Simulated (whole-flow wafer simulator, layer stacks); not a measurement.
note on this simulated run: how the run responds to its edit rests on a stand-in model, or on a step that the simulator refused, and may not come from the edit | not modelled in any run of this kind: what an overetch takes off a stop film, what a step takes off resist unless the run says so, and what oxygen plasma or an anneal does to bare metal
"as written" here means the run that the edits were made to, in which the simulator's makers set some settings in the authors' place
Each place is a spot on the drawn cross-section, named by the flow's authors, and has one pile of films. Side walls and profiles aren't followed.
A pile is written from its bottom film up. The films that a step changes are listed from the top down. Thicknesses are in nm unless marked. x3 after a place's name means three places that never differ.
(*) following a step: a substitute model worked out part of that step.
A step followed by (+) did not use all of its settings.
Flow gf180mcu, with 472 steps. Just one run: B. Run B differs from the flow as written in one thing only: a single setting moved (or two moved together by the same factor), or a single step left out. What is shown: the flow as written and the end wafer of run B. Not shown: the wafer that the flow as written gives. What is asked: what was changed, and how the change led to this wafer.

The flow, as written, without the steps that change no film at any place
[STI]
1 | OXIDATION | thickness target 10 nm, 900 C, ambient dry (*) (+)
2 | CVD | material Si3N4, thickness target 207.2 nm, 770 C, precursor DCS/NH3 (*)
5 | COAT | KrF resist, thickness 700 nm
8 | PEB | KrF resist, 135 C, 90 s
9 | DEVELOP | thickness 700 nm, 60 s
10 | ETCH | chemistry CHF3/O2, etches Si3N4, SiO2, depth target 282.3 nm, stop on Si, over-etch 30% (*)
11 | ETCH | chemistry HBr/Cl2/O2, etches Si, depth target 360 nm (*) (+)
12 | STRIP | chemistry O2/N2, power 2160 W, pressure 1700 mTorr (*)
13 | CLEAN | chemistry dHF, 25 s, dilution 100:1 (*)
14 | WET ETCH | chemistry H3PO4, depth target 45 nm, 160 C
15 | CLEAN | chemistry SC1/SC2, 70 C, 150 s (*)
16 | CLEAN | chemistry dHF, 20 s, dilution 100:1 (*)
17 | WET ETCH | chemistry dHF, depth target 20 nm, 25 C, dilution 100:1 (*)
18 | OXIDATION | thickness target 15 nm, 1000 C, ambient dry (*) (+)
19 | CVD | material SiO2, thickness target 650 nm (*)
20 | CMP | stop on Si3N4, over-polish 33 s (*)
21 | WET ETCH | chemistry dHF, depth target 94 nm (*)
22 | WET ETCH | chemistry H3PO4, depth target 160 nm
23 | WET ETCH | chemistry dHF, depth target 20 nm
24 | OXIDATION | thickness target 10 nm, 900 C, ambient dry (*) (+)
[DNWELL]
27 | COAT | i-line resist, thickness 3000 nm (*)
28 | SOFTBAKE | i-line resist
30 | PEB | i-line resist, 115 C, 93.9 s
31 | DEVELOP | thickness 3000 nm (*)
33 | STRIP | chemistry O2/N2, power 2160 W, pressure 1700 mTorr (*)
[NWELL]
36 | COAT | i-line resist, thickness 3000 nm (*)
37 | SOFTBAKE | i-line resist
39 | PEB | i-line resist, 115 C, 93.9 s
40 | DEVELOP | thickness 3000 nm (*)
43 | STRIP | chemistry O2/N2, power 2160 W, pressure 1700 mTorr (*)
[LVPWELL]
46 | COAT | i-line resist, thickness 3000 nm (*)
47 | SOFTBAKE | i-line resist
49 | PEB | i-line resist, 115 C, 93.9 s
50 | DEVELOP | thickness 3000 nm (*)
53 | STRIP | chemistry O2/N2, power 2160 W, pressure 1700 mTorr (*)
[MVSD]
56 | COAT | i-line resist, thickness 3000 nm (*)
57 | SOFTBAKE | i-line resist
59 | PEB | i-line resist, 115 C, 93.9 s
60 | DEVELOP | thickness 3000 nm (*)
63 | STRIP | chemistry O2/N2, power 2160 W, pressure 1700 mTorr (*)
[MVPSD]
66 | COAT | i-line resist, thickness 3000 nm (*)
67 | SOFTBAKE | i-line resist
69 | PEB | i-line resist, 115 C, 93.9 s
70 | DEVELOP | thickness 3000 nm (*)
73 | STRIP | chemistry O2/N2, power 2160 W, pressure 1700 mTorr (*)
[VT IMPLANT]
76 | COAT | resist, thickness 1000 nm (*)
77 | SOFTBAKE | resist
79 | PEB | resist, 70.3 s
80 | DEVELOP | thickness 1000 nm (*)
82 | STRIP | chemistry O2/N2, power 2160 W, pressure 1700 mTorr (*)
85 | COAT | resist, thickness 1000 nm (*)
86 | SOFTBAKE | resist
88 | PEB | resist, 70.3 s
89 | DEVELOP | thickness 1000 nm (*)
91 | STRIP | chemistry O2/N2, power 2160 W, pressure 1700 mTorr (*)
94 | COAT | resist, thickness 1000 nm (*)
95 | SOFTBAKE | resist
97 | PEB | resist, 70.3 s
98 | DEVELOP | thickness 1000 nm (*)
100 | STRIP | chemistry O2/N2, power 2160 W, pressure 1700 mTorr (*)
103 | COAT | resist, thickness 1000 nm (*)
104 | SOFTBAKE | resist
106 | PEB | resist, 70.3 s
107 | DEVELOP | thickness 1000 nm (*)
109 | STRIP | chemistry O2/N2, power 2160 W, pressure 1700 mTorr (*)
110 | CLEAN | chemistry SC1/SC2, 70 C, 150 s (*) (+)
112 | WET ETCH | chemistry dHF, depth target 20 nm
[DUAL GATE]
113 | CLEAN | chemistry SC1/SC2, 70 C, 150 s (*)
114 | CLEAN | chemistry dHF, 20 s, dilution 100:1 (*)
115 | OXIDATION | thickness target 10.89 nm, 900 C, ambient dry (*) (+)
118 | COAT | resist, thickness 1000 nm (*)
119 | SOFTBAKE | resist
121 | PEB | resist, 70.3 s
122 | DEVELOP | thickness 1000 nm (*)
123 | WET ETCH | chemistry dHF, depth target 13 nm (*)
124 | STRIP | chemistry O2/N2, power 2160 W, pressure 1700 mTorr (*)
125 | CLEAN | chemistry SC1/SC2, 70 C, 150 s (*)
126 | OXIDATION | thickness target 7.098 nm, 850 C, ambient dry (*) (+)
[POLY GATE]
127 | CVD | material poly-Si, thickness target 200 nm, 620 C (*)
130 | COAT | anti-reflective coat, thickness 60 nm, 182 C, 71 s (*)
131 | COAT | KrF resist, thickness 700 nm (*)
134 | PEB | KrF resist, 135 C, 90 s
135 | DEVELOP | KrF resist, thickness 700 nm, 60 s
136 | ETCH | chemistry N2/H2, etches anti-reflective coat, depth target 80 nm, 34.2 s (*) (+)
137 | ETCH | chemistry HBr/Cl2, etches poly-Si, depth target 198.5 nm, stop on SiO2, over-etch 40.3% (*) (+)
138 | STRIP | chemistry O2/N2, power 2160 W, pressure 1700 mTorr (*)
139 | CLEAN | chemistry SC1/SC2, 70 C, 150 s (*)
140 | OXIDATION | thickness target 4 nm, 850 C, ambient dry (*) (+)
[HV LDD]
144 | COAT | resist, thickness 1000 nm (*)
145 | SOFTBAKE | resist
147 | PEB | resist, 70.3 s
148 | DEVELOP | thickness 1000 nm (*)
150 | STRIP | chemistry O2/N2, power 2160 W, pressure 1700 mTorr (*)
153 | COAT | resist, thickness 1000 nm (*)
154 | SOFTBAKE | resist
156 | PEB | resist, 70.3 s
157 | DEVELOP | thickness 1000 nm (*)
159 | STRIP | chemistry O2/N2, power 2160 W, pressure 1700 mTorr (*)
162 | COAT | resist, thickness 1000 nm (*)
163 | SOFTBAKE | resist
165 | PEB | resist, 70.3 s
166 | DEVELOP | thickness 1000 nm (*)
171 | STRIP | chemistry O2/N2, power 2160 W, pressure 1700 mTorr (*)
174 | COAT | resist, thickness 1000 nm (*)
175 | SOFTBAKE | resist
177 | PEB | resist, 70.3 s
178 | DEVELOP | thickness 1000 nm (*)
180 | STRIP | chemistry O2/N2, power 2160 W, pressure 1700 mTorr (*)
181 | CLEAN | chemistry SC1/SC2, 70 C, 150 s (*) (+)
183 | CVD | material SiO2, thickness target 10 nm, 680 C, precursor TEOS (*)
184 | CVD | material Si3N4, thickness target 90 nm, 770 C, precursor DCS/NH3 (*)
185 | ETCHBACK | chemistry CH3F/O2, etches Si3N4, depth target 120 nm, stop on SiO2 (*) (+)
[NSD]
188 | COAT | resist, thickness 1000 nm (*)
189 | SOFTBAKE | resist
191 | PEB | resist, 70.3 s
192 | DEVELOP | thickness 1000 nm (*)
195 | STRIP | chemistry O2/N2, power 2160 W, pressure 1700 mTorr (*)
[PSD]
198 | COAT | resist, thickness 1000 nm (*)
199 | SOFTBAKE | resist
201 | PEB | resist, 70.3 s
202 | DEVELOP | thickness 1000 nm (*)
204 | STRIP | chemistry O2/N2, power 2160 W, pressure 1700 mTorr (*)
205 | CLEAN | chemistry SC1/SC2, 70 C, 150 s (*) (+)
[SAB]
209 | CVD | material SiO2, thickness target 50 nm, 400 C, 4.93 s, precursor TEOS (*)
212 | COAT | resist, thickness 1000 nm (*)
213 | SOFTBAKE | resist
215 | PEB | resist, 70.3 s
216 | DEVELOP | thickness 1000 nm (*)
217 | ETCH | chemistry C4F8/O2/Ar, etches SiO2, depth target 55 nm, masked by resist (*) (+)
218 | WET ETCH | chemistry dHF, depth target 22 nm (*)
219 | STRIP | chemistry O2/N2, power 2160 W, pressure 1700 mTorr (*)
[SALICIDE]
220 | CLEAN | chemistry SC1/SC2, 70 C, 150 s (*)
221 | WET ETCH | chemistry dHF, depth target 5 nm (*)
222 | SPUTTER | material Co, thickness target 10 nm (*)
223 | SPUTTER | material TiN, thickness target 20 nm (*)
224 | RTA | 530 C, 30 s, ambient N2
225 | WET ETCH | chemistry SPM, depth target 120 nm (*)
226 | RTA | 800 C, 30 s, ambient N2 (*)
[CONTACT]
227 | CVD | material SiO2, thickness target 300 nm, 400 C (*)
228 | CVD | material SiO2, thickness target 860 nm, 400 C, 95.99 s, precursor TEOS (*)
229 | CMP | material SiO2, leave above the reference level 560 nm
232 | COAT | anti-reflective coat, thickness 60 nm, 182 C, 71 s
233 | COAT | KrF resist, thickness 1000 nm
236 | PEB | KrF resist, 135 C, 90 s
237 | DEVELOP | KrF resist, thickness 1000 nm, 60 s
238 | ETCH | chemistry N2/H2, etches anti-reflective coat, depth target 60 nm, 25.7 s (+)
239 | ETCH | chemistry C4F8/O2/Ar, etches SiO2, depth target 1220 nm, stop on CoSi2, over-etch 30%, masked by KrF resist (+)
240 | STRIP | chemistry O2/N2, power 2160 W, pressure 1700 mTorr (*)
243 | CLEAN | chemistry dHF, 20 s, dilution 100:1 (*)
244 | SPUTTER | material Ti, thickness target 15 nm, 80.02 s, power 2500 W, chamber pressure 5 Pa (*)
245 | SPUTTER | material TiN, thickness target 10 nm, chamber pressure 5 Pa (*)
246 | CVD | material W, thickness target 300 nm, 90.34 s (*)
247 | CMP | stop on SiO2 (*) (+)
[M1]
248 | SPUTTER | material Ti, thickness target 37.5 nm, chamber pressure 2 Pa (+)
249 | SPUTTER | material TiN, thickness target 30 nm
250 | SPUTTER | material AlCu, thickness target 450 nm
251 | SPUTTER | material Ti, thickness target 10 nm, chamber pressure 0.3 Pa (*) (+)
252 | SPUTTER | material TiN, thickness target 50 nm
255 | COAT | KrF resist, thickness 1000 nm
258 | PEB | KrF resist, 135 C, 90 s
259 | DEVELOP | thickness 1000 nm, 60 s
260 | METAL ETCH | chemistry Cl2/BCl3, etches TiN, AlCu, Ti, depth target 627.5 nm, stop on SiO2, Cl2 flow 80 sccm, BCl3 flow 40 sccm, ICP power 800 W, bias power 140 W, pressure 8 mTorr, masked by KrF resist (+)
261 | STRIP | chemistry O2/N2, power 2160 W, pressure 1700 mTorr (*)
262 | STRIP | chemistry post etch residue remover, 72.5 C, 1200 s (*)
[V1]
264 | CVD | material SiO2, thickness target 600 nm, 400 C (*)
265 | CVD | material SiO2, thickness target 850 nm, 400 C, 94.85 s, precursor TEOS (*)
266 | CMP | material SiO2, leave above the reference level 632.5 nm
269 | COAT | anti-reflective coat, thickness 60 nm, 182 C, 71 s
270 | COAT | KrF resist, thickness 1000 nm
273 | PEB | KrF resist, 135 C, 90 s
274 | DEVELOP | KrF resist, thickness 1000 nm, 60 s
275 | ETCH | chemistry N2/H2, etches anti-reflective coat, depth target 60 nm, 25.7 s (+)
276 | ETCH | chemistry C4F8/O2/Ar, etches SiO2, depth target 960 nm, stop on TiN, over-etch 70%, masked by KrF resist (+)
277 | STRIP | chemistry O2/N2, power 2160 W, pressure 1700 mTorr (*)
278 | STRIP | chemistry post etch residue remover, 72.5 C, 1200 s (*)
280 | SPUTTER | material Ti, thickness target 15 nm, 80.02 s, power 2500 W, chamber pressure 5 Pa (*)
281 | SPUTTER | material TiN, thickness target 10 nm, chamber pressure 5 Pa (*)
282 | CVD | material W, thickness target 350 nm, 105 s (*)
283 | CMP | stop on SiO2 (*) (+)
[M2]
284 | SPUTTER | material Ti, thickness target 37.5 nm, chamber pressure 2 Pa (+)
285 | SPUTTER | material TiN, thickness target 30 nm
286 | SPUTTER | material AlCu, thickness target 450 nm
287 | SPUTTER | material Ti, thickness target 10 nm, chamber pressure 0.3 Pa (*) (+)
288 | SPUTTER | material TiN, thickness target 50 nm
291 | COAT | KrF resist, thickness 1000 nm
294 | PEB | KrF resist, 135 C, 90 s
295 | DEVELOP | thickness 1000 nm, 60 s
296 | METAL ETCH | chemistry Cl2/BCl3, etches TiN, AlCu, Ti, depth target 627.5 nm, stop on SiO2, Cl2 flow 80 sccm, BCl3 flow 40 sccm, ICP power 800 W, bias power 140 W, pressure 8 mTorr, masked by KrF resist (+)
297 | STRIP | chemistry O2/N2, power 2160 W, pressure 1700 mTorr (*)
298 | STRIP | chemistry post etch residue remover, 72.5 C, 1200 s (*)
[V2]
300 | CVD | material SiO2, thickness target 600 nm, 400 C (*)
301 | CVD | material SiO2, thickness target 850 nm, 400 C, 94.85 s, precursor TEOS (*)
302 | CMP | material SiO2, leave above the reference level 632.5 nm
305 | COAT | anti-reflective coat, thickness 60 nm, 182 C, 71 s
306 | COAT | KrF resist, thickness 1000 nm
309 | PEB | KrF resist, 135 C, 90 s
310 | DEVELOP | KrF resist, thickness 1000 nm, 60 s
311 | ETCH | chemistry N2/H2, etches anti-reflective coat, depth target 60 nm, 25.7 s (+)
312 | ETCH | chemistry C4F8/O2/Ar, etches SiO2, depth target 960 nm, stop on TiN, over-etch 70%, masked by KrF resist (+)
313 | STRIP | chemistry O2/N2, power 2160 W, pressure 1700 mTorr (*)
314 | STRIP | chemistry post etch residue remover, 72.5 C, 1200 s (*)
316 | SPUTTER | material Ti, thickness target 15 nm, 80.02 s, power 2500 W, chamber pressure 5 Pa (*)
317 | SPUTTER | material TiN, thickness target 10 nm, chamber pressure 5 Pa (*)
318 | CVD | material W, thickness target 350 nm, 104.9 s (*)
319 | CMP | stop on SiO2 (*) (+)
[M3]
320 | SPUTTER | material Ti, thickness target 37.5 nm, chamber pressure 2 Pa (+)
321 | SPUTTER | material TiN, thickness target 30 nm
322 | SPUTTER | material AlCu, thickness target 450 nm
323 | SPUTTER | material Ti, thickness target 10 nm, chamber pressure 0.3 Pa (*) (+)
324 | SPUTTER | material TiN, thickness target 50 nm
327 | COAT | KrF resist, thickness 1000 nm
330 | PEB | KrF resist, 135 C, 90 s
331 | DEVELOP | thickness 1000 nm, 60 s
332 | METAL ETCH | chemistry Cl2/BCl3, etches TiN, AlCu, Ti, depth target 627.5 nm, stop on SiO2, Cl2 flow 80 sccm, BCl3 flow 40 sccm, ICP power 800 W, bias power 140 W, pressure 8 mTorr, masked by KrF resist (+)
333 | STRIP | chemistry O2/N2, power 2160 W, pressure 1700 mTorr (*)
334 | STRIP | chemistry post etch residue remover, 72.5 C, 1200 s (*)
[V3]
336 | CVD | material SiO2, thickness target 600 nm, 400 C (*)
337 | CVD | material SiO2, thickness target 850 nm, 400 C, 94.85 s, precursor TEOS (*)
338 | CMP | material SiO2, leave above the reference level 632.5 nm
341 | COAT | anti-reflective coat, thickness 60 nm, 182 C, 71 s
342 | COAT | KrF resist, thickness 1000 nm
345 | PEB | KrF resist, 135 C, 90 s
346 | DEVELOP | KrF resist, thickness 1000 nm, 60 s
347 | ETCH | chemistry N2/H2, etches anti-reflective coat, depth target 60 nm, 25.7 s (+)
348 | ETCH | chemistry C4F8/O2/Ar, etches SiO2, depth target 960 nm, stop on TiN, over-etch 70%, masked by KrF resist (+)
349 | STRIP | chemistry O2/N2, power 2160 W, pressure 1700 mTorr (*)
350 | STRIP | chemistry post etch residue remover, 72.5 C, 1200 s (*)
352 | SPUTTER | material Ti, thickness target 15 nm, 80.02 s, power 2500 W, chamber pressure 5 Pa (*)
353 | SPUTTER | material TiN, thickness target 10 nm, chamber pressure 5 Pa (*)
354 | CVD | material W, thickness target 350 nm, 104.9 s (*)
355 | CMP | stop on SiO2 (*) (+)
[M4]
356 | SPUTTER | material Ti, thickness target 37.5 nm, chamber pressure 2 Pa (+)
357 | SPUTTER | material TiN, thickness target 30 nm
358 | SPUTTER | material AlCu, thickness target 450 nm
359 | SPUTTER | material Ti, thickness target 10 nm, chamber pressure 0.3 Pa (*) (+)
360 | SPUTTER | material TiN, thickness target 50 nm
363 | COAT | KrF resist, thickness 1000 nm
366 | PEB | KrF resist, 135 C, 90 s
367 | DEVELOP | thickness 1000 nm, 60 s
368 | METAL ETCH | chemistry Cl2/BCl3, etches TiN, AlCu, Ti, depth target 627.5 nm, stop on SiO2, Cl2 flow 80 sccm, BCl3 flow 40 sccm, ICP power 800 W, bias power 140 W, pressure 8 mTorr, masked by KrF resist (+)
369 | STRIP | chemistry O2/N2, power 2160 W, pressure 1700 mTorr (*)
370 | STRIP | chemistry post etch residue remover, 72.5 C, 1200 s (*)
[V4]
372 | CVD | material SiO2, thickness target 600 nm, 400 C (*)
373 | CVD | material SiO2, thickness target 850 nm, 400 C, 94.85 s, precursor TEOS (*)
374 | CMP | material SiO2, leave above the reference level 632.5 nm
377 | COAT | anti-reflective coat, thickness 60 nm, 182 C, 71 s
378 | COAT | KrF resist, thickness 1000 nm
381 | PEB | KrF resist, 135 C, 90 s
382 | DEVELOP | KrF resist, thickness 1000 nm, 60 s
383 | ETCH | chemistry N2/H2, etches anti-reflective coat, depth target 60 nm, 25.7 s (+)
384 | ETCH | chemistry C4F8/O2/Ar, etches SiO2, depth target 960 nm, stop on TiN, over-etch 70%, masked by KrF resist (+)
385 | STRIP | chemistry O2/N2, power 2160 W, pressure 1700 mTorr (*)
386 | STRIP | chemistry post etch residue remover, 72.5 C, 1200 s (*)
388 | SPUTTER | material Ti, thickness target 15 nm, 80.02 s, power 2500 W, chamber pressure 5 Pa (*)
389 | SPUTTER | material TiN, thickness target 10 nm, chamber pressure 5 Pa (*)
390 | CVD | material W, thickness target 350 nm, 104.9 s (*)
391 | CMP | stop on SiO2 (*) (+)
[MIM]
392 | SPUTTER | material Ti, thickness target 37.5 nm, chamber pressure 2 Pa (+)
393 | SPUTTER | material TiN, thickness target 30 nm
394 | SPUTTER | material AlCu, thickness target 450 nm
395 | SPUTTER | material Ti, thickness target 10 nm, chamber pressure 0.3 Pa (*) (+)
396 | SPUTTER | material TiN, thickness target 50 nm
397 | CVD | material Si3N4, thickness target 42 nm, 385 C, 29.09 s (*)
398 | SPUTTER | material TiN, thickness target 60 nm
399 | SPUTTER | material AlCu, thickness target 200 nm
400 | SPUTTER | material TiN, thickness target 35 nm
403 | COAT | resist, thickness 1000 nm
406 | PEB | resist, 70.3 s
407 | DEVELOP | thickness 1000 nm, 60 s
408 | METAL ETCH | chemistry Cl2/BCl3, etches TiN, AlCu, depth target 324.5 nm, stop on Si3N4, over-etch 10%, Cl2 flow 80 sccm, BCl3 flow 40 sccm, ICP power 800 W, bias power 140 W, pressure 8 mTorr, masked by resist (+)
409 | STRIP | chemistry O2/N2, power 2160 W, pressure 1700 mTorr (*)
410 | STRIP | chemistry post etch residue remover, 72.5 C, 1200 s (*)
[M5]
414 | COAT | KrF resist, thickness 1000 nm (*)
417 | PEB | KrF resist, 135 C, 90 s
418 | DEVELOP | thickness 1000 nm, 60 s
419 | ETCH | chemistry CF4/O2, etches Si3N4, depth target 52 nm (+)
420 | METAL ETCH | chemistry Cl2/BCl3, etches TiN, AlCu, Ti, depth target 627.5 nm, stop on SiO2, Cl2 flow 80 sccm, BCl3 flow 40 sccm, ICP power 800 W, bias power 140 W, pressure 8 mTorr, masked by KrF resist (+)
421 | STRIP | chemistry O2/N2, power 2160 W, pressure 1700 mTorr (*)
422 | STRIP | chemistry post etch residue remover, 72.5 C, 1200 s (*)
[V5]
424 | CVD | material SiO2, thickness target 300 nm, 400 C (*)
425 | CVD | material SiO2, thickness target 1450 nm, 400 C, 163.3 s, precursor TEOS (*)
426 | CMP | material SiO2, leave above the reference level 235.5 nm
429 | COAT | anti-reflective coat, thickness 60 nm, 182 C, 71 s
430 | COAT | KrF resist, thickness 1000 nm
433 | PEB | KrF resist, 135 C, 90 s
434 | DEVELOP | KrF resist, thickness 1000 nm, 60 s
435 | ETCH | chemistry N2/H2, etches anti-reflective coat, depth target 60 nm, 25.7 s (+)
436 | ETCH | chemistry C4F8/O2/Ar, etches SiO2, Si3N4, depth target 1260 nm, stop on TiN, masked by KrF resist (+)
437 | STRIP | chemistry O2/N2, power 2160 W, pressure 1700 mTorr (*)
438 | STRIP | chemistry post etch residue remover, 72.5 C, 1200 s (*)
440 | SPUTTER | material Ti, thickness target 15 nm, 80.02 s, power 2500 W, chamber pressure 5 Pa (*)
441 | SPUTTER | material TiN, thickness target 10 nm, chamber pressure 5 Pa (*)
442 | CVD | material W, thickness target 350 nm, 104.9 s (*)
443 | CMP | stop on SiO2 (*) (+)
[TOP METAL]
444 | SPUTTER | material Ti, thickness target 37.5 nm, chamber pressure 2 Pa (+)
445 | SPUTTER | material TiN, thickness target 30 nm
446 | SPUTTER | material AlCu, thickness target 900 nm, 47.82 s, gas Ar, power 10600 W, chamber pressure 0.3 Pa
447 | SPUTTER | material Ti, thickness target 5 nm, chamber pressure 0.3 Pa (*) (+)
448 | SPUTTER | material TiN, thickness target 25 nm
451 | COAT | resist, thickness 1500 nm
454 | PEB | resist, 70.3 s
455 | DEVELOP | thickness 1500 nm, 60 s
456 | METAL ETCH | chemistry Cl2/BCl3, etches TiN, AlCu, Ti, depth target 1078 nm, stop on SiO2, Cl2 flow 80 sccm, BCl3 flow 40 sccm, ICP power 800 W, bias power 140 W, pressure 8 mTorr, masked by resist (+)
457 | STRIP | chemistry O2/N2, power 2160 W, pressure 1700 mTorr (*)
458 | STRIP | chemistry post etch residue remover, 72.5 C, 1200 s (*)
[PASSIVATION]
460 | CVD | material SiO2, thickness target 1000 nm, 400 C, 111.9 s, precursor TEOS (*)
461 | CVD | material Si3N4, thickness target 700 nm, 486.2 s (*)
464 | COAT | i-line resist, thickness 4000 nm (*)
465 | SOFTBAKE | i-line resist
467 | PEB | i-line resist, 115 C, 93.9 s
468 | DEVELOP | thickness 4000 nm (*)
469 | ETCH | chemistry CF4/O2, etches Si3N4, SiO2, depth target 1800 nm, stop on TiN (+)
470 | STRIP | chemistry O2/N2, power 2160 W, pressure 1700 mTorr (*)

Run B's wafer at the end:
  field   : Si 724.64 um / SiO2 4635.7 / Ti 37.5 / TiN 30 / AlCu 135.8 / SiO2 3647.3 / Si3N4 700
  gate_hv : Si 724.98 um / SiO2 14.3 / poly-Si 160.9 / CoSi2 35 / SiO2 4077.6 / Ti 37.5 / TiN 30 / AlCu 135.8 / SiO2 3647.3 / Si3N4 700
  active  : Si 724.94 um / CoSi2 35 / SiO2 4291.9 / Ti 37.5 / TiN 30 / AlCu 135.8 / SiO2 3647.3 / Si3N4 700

What caused this: step 358, SPUTTER: thickness target 709 nm was run, whereas the flow has thickness target 450 nm.

How this came from the change, step by step:
  358 | SPUTTER | material AlCu, thickness target 450 nm
      field, field__w1, field__w2 and 108 more: +709 AlCu (new film) (it would be, as written: +450 AlCu (new film))
  368 | METAL ETCH | chemistry Cl2/BCl3, etches TiN, AlCu, Ti, depth target 627.5 nm, stop on SiO2, Cl2 flow 80 sccm, BCl3 flow 40 sccm, ICP power 800 W, bias power 140 W, pressure 8 mTorr, masked by KrF resist (+)
      field, field__w1, field__w2 and 103 more: -50 TiN (all of it), -10 Ti (all of it), -567.5 AlCu (it would be, as written: -50 TiN (all of it), -10 Ti (all of it), -450 AlCu (all of it), -30 TiN (all of it), -37.5 Ti (all of it))
  370 | STRIP | chemistry post etch residue remover, 72.5 C, 1200 s (*)
      field, field__w1, field__w2 and 103 more: -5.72 AlCu (it would be, as written: nothing)
  372 | CVD | material SiO2, thickness target 600 nm, 400 C (*)
      field, field__w1, field__w2 and 103 more: +600 SiO2 (new film) (it would be, as written: +600 SiO2)
  374 | CMP | material SiO2, leave above the reference level 632.5 nm
      field, field__w1, field__w2 and 103 more: -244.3 SiO2 (it would be, as written: -300 SiO2)
Taking metal films that touch as one body, field has 1 body; the flow as written gives 0 bodies.
Taking metal films that touch as one body, gate_hv has 2 bodies (between them, from the top down: SiO2 4077.6); the flow as written gives 1 body.
Taking metal films that touch as one body, active has 2 bodies (between them, from the top down: SiO2 4291.9); the flow as written gives 1 body.
